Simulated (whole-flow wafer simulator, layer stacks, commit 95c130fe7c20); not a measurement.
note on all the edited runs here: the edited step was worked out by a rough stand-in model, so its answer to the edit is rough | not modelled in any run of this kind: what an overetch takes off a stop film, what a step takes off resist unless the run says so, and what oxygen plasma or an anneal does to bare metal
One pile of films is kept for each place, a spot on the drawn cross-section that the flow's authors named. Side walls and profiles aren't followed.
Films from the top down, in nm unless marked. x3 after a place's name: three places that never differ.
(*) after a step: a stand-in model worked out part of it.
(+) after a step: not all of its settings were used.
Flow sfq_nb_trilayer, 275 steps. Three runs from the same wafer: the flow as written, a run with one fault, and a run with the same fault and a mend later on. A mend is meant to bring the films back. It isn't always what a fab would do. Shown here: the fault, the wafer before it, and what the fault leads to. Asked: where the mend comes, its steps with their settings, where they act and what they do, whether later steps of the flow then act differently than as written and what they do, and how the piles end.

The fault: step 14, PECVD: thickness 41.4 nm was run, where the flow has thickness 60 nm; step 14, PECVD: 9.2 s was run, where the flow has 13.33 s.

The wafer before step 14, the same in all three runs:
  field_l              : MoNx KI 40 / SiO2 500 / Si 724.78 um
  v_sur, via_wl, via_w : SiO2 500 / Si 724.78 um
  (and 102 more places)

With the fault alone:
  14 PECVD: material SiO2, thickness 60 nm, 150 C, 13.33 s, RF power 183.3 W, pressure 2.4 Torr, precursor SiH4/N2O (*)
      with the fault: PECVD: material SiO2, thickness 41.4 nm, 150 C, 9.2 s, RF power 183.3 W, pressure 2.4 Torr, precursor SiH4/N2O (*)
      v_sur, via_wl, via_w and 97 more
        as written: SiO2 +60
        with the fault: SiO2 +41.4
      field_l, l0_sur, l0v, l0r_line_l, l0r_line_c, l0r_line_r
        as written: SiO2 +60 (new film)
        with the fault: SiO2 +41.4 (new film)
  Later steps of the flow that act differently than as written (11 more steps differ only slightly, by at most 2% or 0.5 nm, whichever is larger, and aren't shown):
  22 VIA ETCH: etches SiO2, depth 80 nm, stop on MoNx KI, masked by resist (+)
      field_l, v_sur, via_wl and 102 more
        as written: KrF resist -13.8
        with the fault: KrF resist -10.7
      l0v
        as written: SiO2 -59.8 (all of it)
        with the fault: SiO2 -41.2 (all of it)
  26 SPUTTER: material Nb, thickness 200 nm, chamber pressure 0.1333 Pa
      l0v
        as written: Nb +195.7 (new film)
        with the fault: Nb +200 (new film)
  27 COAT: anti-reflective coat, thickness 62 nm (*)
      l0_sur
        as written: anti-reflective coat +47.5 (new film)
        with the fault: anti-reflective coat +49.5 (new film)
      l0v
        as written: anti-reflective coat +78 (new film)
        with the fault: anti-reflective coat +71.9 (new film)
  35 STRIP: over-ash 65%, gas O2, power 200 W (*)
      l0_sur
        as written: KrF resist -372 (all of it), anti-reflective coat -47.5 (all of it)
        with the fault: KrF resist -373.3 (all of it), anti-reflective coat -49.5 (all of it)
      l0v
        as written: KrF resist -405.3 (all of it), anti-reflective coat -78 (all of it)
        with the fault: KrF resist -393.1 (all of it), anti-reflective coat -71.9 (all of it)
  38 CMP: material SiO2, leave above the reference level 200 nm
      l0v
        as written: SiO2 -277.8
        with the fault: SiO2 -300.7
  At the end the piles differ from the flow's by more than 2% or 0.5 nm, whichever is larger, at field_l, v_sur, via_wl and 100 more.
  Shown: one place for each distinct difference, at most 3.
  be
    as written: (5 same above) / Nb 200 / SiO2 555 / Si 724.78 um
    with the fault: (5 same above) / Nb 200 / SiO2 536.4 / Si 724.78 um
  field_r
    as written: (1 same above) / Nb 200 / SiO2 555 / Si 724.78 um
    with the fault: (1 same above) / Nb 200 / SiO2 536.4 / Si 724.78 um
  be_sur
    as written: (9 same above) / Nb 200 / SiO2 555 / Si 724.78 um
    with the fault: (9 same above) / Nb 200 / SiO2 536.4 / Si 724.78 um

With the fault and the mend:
  The mend comes after step 20.
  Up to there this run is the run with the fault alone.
  20a STRIP: over-ash 65%, gas O2, power 200 W (*)
      p4_fl x3, p4_w1 x9, p4_g1 x2 and 59 more
        KrF resist -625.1 (all of it), anti-reflective coat -62 (all of it)
      jj_sur, ce_l, c5j, ce_r, sp_r, be_r, r_sur
        KrF resist -632 (all of it), anti-reflective coat -63.7 (all of it)
      gap, res, r_end
        KrF resist -632.1 (all of it), anti-reflective coat -63.7 (all of it)
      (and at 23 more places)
  20b PECVD: material SiO2, thickness 18.6 nm, 150 C, 4.133 s, RF power 183.3 W, pressure 2.4 Torr, precursor SiH4/N2O (the flow's step 14 once more, with other settings)
      field_l, v_sur, via_wl and 103 more
        SiO2 +18.6
  20c COAT: anti-reflective coat, thickness 62 nm (*) (the flow's step 15 once more)
      p4_fl x3, p4_w1 x9, p4_g1 x2 and 59 more
        anti-reflective coat +62 (new film)
      be_sur, gap, jj_sur and 8 more
        anti-reflective coat +63.7 (new film)
      wire, be, moat, field_r, lsp_l
        anti-reflective coat +63.8 (new film)
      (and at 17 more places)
  20d COAT: KrF resist, thickness 650 nm (*) (the flow's step 16 once more)
      p4_fl x3, p4_w1 x9, p4_g1 x2 and 59 more
        KrF resist +650 (new film)
      jj_sur, ce_l, c5j, ce_r, sp_r, be_r, r_sur
        KrF resist +656.9 (new film)
      l0r_line_l, l0r_line_c, l0r_line_r
        KrF resist +646 (new film)
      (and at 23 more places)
  20e SOFTBAKE: KrF resist (the flow's step 17 once more)
      changes no film at any place that is followed
  20f EXPOSE: photomask L0V, dose 12.41 mJ/cm2, NA 0.6, wavelength 248 nm (*) (the flow's step 18 once more)
      changes no film at any place that is followed
  20g PEB: KrF resist, 90 s (the flow's step 19 once more)
      p4_fl x3, p4_w1 x9, p4_g1 x2 and 59 more
        KrF resist -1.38
      via_v, wire, be and 15 more
        KrF resist -1.39
      v_sur, via_w, via_wr, via_sp, lsp_m, ln_m6, lsp_r
        KrF resist -1.4
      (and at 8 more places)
  20h DEVELOP: KrF resist, thickness 650 nm, 60 s (the flow's step 20 once more)
      field_l, v_sur, via_wl and 102 more
        KrF resist -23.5
      l0v
        KrF resist -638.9 (all of it)
  No later step of the flow acts differently than as written, at any place that is followed, by more than 2% or 0.5 nm, whichever is larger.
  At the end the piles are the same as the flow's at every place that both follow.
